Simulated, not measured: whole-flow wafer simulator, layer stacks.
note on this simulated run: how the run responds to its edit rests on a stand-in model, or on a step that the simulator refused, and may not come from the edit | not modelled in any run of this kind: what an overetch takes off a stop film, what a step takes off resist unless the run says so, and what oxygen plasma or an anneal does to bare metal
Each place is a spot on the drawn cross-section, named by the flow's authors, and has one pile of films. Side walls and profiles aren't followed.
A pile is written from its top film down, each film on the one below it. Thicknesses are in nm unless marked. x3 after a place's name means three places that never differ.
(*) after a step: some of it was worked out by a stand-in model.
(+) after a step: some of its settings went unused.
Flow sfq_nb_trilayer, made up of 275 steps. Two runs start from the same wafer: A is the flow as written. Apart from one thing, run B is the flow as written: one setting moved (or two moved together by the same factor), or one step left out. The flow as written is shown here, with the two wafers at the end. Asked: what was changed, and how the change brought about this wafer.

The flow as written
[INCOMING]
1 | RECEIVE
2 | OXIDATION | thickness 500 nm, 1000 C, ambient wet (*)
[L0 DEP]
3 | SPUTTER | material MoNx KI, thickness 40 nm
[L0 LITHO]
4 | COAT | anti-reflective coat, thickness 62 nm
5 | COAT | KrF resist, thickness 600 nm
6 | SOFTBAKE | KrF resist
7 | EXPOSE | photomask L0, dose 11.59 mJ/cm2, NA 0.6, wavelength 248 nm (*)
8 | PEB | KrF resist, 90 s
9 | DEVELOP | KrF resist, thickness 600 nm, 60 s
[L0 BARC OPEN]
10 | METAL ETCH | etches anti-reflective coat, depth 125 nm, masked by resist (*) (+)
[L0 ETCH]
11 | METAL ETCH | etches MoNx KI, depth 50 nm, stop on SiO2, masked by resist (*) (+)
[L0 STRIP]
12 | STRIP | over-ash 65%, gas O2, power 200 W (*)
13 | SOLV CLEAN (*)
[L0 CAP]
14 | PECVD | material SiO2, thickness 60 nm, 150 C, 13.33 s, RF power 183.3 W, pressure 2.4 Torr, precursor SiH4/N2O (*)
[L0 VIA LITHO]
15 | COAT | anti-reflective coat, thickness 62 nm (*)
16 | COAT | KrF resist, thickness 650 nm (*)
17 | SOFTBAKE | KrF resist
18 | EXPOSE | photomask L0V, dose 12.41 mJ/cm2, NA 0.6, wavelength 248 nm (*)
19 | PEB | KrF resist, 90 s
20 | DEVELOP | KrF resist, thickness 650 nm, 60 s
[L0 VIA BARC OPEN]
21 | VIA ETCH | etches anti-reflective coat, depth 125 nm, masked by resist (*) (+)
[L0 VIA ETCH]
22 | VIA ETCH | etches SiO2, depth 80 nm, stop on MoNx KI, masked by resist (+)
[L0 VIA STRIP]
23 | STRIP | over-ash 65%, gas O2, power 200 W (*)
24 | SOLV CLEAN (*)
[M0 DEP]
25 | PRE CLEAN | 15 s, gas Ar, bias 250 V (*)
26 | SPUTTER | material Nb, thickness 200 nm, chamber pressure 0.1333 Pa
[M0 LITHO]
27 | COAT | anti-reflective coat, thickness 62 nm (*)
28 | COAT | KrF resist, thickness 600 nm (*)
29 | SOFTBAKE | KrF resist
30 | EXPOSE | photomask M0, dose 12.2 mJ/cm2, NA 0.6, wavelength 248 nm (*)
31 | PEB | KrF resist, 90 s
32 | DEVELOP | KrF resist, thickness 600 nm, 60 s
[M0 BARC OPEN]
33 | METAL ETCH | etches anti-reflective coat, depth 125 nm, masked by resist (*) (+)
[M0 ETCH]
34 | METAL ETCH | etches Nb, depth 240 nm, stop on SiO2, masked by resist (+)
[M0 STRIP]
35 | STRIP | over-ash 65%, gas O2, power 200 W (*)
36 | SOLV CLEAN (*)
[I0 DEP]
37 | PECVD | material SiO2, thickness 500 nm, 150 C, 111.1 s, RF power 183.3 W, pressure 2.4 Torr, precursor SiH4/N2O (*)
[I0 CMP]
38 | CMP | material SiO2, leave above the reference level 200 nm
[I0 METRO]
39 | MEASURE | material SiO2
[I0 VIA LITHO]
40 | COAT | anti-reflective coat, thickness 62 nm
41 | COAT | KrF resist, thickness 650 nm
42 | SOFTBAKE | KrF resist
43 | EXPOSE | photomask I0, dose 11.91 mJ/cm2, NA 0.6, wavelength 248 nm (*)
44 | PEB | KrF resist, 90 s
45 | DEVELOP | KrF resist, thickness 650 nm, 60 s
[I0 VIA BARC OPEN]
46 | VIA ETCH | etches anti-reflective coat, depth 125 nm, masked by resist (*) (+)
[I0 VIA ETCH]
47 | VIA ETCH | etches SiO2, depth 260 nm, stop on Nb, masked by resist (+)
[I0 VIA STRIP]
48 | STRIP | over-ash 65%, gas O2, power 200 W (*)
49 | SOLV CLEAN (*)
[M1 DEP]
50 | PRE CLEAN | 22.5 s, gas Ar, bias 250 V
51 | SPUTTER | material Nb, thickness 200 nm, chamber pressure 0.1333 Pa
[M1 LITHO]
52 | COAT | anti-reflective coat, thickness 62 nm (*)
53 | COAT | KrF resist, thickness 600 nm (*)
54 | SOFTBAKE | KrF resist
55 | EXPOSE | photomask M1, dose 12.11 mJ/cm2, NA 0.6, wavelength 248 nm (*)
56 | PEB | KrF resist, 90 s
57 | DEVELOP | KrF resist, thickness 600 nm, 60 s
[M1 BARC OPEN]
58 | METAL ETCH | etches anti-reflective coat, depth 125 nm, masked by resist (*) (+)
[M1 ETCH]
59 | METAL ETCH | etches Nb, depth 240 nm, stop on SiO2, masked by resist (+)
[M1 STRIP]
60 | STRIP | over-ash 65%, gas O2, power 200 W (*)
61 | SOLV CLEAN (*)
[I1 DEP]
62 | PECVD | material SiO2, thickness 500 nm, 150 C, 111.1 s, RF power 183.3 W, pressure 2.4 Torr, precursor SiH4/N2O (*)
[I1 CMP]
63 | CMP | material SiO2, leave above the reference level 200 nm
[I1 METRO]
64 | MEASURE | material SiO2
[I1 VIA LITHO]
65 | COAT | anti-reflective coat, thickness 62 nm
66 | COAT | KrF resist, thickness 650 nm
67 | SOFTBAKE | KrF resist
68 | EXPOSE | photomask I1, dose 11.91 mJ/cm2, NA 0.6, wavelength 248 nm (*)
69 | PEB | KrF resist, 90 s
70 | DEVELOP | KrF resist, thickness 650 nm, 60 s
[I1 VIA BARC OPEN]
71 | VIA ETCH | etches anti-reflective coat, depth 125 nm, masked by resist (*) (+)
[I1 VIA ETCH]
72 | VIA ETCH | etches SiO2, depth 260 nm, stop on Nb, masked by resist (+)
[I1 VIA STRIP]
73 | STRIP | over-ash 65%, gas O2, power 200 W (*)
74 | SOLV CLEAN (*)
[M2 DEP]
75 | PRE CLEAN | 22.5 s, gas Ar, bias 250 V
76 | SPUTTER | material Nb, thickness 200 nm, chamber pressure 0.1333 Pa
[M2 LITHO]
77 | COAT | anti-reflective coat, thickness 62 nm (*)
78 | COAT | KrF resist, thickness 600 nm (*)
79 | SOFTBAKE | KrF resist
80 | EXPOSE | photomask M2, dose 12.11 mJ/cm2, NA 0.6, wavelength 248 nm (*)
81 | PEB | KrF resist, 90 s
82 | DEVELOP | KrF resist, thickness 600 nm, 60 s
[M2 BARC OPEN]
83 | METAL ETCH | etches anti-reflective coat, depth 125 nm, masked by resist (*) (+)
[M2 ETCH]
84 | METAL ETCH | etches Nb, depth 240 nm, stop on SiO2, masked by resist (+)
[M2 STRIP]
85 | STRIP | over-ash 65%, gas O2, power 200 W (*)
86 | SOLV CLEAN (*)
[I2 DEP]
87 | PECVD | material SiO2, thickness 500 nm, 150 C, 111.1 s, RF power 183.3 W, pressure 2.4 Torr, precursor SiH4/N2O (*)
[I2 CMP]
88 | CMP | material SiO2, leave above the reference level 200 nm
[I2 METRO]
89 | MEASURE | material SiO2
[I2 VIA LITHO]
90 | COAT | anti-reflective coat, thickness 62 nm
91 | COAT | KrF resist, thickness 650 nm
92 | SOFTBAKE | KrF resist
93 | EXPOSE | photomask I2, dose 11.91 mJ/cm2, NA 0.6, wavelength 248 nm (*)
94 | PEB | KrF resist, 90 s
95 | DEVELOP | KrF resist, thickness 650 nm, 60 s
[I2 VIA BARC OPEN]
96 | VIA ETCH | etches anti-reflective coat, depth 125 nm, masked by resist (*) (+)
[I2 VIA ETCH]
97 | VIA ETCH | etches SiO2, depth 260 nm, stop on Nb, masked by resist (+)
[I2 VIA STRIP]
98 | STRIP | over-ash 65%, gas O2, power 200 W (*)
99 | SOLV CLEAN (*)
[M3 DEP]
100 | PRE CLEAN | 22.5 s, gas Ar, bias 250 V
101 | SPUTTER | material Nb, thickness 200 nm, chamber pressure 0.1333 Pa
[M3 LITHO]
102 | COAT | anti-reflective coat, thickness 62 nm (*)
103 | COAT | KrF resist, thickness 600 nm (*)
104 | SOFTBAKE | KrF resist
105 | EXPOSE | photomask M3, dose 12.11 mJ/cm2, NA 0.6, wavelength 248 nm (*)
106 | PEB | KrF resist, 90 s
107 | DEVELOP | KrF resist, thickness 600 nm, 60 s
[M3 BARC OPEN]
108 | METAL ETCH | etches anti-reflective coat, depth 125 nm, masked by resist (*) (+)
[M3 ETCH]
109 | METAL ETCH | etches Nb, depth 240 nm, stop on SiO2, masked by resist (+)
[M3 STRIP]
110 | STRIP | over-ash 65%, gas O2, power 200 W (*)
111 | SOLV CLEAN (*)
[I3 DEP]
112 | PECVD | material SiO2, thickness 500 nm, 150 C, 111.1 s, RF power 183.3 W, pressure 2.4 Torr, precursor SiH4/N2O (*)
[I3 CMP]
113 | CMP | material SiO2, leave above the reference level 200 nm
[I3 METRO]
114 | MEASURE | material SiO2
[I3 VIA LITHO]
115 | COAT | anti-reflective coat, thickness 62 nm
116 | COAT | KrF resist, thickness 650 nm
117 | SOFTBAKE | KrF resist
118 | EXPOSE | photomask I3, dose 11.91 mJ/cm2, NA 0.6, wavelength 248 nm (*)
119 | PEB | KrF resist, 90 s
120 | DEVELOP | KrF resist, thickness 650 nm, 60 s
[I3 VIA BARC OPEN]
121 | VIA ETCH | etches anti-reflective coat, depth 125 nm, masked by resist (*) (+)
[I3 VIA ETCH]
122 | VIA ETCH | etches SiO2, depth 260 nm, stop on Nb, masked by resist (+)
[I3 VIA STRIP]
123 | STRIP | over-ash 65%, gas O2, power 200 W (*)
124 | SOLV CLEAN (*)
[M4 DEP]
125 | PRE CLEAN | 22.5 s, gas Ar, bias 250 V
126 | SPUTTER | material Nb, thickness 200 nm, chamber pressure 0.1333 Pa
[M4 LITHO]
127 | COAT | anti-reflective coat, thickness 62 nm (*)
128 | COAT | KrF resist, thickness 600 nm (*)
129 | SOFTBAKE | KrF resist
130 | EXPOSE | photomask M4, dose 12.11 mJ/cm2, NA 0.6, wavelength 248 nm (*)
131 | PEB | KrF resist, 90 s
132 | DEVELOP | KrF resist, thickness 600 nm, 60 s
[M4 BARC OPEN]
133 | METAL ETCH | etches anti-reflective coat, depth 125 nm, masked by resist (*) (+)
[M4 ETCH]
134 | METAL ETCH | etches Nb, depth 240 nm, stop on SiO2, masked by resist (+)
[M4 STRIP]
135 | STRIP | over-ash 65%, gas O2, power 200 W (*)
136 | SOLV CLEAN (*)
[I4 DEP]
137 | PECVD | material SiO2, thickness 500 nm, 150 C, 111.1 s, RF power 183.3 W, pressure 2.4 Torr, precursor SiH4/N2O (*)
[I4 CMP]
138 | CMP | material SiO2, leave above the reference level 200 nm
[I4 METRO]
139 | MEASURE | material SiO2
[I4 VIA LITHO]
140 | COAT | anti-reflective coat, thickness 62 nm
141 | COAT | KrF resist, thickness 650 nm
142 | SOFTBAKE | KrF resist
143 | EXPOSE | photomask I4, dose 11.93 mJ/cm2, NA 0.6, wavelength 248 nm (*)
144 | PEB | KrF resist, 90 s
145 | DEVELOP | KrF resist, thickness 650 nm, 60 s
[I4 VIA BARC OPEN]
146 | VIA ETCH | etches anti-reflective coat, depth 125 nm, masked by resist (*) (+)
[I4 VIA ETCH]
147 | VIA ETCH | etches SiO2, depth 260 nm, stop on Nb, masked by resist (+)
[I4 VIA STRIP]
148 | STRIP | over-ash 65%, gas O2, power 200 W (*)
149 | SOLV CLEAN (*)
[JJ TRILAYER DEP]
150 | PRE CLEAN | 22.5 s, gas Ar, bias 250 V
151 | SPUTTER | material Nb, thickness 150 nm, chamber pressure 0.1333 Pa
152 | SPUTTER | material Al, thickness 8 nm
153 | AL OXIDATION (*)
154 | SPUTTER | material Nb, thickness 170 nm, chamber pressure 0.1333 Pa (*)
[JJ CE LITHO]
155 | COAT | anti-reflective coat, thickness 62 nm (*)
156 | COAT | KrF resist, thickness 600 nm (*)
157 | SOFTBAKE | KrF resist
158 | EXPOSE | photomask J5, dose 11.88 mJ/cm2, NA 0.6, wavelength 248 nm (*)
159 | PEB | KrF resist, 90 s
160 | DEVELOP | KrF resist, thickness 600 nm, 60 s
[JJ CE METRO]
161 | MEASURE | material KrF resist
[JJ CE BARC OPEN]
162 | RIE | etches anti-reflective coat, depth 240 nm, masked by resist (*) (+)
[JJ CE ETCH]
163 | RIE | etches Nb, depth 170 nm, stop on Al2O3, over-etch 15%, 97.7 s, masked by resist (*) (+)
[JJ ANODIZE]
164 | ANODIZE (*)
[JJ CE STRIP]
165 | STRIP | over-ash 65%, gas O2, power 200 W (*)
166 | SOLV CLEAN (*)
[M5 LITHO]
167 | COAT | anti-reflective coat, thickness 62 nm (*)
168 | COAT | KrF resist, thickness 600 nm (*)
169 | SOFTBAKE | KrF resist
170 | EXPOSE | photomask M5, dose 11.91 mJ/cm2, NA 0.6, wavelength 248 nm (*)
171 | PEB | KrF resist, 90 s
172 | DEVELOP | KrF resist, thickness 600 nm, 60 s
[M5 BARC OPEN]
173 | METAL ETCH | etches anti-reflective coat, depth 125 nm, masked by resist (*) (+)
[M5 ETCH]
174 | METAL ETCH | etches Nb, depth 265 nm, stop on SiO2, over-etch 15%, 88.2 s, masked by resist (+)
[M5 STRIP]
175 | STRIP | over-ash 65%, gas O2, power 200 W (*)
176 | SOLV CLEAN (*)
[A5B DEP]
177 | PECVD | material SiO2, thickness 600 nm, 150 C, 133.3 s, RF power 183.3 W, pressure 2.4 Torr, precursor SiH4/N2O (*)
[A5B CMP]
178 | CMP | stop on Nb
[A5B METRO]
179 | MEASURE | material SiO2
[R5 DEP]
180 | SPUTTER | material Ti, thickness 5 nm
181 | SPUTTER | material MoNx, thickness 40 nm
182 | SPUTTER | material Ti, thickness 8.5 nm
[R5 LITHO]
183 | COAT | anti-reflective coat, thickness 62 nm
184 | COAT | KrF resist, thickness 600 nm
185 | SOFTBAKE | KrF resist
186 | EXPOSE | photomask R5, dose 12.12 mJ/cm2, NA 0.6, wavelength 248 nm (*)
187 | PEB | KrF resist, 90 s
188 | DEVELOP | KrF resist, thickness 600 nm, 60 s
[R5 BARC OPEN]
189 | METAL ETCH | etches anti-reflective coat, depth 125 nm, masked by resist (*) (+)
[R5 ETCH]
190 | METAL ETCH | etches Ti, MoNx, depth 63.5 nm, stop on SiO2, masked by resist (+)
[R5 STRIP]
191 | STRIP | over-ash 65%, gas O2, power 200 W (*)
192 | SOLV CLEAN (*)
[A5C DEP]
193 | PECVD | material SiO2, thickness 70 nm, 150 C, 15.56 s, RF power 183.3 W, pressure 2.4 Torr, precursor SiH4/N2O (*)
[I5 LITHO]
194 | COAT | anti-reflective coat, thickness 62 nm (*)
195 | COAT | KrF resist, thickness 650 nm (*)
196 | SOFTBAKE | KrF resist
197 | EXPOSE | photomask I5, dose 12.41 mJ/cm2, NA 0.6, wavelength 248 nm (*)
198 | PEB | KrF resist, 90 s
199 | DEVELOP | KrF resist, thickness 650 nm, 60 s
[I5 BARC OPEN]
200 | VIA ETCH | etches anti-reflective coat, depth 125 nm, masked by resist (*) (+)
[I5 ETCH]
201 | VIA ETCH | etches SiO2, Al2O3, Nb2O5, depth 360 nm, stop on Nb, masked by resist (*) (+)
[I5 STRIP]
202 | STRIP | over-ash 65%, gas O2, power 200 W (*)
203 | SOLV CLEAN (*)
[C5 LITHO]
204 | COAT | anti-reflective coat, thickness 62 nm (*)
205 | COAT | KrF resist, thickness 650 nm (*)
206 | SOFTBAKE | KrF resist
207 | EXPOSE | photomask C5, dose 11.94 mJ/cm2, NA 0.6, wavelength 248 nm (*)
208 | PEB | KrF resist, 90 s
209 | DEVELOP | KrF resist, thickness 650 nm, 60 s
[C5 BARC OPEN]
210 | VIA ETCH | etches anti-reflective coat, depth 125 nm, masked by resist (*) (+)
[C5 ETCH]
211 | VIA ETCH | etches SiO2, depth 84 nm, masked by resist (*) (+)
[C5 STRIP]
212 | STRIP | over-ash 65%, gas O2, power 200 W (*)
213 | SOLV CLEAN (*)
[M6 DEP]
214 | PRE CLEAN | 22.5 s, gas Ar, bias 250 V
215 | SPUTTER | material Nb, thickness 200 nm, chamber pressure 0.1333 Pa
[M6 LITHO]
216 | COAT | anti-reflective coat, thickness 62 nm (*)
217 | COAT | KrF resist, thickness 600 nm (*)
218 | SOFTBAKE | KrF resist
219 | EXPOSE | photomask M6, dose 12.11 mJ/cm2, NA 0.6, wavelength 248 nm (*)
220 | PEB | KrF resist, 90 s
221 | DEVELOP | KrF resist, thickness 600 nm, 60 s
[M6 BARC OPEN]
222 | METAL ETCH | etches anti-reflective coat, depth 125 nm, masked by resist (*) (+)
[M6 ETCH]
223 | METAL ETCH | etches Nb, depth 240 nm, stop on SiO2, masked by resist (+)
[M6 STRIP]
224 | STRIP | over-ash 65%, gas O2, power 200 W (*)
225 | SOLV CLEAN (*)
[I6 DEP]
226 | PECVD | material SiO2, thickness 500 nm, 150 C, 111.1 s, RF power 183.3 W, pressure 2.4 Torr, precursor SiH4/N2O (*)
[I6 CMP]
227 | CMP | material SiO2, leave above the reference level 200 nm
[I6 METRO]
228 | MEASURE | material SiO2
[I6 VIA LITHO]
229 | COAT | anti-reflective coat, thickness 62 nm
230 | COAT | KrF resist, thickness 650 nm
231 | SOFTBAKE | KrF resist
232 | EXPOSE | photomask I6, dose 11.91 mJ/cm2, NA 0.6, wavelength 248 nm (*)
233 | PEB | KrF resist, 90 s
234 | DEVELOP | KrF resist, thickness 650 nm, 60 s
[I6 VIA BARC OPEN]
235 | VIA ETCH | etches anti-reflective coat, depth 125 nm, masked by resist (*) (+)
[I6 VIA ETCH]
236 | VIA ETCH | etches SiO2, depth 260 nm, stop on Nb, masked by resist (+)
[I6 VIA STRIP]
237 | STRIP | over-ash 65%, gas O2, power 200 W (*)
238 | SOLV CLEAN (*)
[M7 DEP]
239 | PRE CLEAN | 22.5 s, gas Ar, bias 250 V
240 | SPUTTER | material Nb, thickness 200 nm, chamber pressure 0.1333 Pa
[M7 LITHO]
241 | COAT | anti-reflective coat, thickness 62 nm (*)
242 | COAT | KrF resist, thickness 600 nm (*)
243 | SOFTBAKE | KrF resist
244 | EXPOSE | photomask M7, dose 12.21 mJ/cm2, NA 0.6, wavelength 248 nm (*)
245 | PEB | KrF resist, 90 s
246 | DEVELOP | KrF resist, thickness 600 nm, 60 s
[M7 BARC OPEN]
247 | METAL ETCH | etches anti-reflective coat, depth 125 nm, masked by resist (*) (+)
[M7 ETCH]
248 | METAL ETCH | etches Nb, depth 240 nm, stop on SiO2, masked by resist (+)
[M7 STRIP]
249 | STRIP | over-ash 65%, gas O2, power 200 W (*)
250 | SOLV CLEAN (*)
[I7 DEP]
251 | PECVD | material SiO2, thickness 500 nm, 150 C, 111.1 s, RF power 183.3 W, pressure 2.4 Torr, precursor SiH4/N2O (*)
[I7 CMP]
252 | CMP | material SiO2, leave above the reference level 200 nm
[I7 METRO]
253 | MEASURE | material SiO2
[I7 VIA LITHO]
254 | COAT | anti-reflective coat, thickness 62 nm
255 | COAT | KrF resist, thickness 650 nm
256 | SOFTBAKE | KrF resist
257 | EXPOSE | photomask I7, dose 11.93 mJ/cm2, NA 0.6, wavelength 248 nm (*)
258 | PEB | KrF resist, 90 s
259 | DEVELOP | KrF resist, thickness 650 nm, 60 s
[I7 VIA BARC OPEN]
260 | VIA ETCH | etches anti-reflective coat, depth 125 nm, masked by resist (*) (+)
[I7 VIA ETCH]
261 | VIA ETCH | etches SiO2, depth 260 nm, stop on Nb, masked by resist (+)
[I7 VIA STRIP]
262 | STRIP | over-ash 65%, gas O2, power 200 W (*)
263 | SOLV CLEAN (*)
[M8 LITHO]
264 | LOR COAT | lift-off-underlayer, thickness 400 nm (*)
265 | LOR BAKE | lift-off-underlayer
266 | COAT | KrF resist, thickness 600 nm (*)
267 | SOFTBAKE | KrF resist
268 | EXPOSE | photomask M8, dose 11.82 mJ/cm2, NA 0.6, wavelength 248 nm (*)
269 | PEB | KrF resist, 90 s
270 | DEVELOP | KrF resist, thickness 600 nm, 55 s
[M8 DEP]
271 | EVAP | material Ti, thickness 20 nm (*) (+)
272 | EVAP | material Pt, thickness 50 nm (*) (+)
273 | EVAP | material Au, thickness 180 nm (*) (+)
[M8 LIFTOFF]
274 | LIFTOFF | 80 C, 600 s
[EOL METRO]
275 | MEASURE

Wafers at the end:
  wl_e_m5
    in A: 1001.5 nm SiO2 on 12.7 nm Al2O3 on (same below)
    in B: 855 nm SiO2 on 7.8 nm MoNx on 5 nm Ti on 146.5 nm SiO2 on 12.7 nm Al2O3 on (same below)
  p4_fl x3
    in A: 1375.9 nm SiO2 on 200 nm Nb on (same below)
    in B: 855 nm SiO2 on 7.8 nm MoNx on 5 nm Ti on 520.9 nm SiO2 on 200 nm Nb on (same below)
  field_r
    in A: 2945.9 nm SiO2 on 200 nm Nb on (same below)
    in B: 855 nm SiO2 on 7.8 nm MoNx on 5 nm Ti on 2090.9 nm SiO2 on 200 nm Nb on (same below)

What caused this: step 181, SPUTTER: thickness 62.8 nm was run, though the flow has thickness 40 nm.

How this came from the change, step by step:
  181 | SPUTTER | material MoNx, thickness 40 nm
      field_l, v_sur, via_wl and 103 more: A MoNx gains 40 (new film) | B MoNx gains 62.8 (new film)
  190 | METAL ETCH | etches Ti, MoNx, depth 63.5 nm, stop on SiO2, masked by resist (+)
      field_l, v_sur, via_wl and 92 more: A Ti loses 8.5 (all of it), MoNx loses 40 (all of it), Ti loses 5 (all of it) | B Ti loses 8.5 (all of it), MoNx loses 55
      ce_l, c5j, ce_r, wl_jj: A Ti loses 8.5 (all of it), MoNx loses 40 (all of it), Ti loses 5 (all of it), Nb loses 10 | B Ti loses 8.5 (all of it), MoNx loses 55
  193 | PECVD | material SiO2, thickness 70 nm, 150 C, 15.56 s, RF power 183.3 W, pressure 2.4 Torr, precursor SiH4/N2O (*)
      field_l, v_sur, via_wl and 92 more: A SiO2 gains 70 | B SiO2 gains 70 (new film)
  194 | COAT | anti-reflective coat, thickness 62 nm (*)
      wl_j_sl, wl_j_sr: A anti-reflective coat gains 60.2 (new film) | B anti-reflective coat gains 62 (new film)
      r5r_spacepad_l, r5r_spacepad_r: A anti-reflective coat gains 84.4 (new film) | B anti-reflective coat gains 88.7 (new film)
      (as well as at 12 more places)
  201 | VIA ETCH | etches SiO2, Al2O3, Nb2O5, depth 360 nm, stop on Nb, masked by resist (*) (+)
      be: A SiO2 loses 216.4 (all of it), Al2O3 loses 12.7 (all of it), Nb2O5 loses 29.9 (all of it) | B SiO2 loses 69.8 (all of it), MoNx loses 7.8 (all of it), Ti loses 5 (all of it), SiO2 loses 146.5 (all of it), Al2O3 loses 12.7 (all of it), Nb2O5 loses 29.9 (all of it)
  202 | STRIP | over-ash 65%, gas O2, power 200 W (*)
      wl_j_sl, wl_j_sr: A KrF resist loses 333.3 (all of it), anti-reflective coat loses 60.2 (all of it) | B KrF resist loses 333 (all of it), anti-reflective coat loses 62 (all of it)
      r5r_spacepad_l, r5r_spacepad_r: A KrF resist loses 335.6 (all of it), anti-reflective coat loses 84.4 (all of it) | B KrF resist loses 336 (all of it), anti-reflective coat loses 88.7 (all of it)
      (as well as at 12 more places)
  204 | COAT | anti-reflective coat, thickness 62 nm (*)
      wl_j_sl, wl_j_sr: A anti-reflective coat gains 60.2 (new film) | B anti-reflective coat gains 62 (new film)
      r5r_spacepad_l, r5r_spacepad_r: A anti-reflective coat gains 84.4 (new film) | B anti-reflective coat gains 88.7 (new film)
      (as well as at 12 more places)
  210 | VIA ETCH | etches anti-reflective coat, depth 125 nm, masked by resist (*) (+)
      c5j: A anti-reflective coat loses 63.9 (all of it), SiO2 loses 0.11 | B anti-reflective coat loses 61.2 (all of it), SiO2 loses 0.11
  211 | VIA ETCH | etches SiO2, depth 84 nm, masked by resist (*) (+)
      c5j: A SiO2 loses 69.9 (all of it), Nb loses 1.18 | B SiO2 loses 69.9 (all of it)
  212 | STRIP | over-ash 65%, gas O2, power 200 W (*)
      wl_j_sl, wl_j_sr: A KrF resist loses 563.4 (all of it), anti-reflective coat loses 60.2 (all of it) | B KrF resist loses 564 (all of it), anti-reflective coat loses 62 (all of it)
      r5r_spacepad_l, r5r_spacepad_r: A KrF resist loses 565.8 (all of it), anti-reflective coat loses 84.4 (all of it) | B KrF resist loses 566.9 (all of it), anti-reflective coat loses 88.7 (all of it)
      (as well as at 11 more places)
  214 | PRE CLEAN | 22.5 s, gas Ar, bias 250 V
      c5j: A Nb loses 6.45 | B MoNx loses 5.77
  215 | SPUTTER | material Nb, thickness 200 nm, chamber pressure 0.1333 Pa
      c5j: A Nb gains 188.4 | B Nb gains 189.1 (new film)
  216 | COAT | anti-reflective coat, thickness 62 nm (*)
      r5r_line_l, r5r_line_c, r5r_line_r: A anti-reflective coat gains 50 (new film) | B anti-reflective coat gains 48.6 (new film)
      wl_j_sl, wl_j_sr: A anti-reflective coat gains 60.2 (new film) | B anti-reflective coat gains 62 (new film)
      (as well as at 13 more places)
  222 | METAL ETCH | etches anti-reflective coat, depth 125 nm, masked by resist (*) (+)
      r5r_line_l, r5r_line_c, r5r_line_r: A anti-reflective coat loses 50 (all of it) | B anti-reflective coat loses 48.6 (all of it)
      r5r_spacepad_l, r5r_spacepad_r: A anti-reflective coat loses 85.7 (all of it) | B anti-reflective coat loses 90.7 (all of it)
      (as well as at 1 more place)
  224 | STRIP | over-ash 65%, gas O2, power 200 W (*)
      wl_j_sl, wl_j_sr: A KrF resist loses 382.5 (all of it), anti-reflective coat loses 60.2 (all of it) | B KrF resist loses 382.4 (all of it), anti-reflective coat loses 62 (all of it)
      be_sur: A KrF resist loses 371.2 (all of it), anti-reflective coat loses 43.8 (all of it) | B KrF resist loses 371.4 (all of it), anti-reflective coat loses 42.8 (all of it)
      (as well as at 9 more places)
  226 | PECVD | material SiO2, thickness 500 nm, 150 C, 111.1 s, RF power 183.3 W, pressure 2.4 Torr, precursor SiH4/N2O (*)
      be: A SiO2 gains 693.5 (new film) | B SiO2 gains 709.2 (new film)
  227 | CMP | material SiO2, leave above the reference level 200 nm
      r5r_line_l, r5r_spacepad_l, r5r_spacepad_r, r5r_line_c, r5r_line_r: A SiO2 loses 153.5 | B SiO2 loses 163.5
      ce_l, ce_r, wl_jj: A SiO2 loses 290 | B SiO2 loses 300
      (as well as at 5 more places)
If metal films that touch count as one body, wl_e_m5 has 7 bodies (between them, from the top down: SiO2 146.5 / Al2O3 12.7 / Nb2O5 29.9; SiO2 192.5; SiO2 192.5; SiO2 192.5; SiO2 192.5; SiO2 192.5); the flow as written gives 6 bodies (between them, from the top down: SiO2 192.5; SiO2 192.5; SiO2 192.5; SiO2 192.5; SiO2 192.5).
If metal films that touch count as one body, p4_fl x3 has 3 bodies (between them, from the top down: SiO2 520.9; SiO2 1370); the flow as written gives 2 bodies (between them, from the top down: SiO2 1370).
If metal films that touch count as one body, field_r has 2 bodies (between them, from the top down: SiO2 2090.9); the flow as written gives 1 body.
